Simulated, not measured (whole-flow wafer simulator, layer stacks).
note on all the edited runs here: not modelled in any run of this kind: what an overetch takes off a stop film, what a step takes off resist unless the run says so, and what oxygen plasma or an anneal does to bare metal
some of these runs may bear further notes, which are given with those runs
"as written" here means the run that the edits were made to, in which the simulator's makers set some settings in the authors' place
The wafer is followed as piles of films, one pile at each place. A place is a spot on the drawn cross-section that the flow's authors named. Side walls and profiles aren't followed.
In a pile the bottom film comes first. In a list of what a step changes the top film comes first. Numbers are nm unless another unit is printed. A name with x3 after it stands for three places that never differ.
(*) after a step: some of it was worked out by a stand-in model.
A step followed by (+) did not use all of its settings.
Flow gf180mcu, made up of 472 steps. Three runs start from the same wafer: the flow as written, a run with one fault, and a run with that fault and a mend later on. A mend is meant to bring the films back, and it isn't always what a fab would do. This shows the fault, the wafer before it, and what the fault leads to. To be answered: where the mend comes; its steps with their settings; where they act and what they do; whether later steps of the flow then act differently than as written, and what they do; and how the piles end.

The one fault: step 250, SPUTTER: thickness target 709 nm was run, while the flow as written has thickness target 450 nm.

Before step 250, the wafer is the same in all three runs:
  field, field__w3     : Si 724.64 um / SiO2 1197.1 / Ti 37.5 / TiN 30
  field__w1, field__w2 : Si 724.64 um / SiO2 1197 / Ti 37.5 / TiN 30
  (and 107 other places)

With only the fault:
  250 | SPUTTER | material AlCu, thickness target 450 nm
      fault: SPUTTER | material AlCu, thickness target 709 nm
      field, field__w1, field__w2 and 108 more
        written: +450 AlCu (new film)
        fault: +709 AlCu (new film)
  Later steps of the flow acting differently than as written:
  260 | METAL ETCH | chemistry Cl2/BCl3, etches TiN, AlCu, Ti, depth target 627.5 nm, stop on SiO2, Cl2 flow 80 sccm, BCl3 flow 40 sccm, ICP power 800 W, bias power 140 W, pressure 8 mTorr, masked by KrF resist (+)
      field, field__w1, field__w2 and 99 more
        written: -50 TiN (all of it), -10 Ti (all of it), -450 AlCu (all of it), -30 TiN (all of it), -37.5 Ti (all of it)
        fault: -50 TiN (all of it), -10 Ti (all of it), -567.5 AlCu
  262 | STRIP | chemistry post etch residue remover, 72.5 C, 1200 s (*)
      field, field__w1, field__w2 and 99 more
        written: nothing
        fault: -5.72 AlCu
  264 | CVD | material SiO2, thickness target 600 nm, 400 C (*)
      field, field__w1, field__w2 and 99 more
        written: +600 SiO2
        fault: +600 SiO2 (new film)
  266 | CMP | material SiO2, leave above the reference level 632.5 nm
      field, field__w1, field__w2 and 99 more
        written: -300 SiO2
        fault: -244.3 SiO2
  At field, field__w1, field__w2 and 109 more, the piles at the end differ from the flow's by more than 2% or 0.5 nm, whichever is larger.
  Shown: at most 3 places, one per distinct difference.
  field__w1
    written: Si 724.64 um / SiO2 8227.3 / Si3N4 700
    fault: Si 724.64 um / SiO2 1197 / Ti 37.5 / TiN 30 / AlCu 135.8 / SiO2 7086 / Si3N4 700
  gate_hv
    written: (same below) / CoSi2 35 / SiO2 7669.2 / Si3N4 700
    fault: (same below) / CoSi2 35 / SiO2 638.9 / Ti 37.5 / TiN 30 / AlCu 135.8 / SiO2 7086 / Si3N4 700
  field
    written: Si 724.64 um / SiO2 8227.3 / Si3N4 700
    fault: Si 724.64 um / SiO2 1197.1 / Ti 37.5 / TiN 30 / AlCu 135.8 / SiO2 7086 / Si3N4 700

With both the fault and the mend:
  The mend follows step 250.
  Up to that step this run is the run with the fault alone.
  250a | METAL ETCH | chemistry Cl2/BCl3, etches TiN, AlCu, Ti, depth target 259 nm, Cl2 flow 80 sccm, BCl3 flow 40 sccm, ICP power 800 W, bias power 140 W, pressure 8 mTorr
      field, field__w1, field__w2 and 108 more
        -259 AlCu
  Every later step of the flow that is run acts as written at every place that is followed.
  The piles end the same as the flow's at every place that both follow.
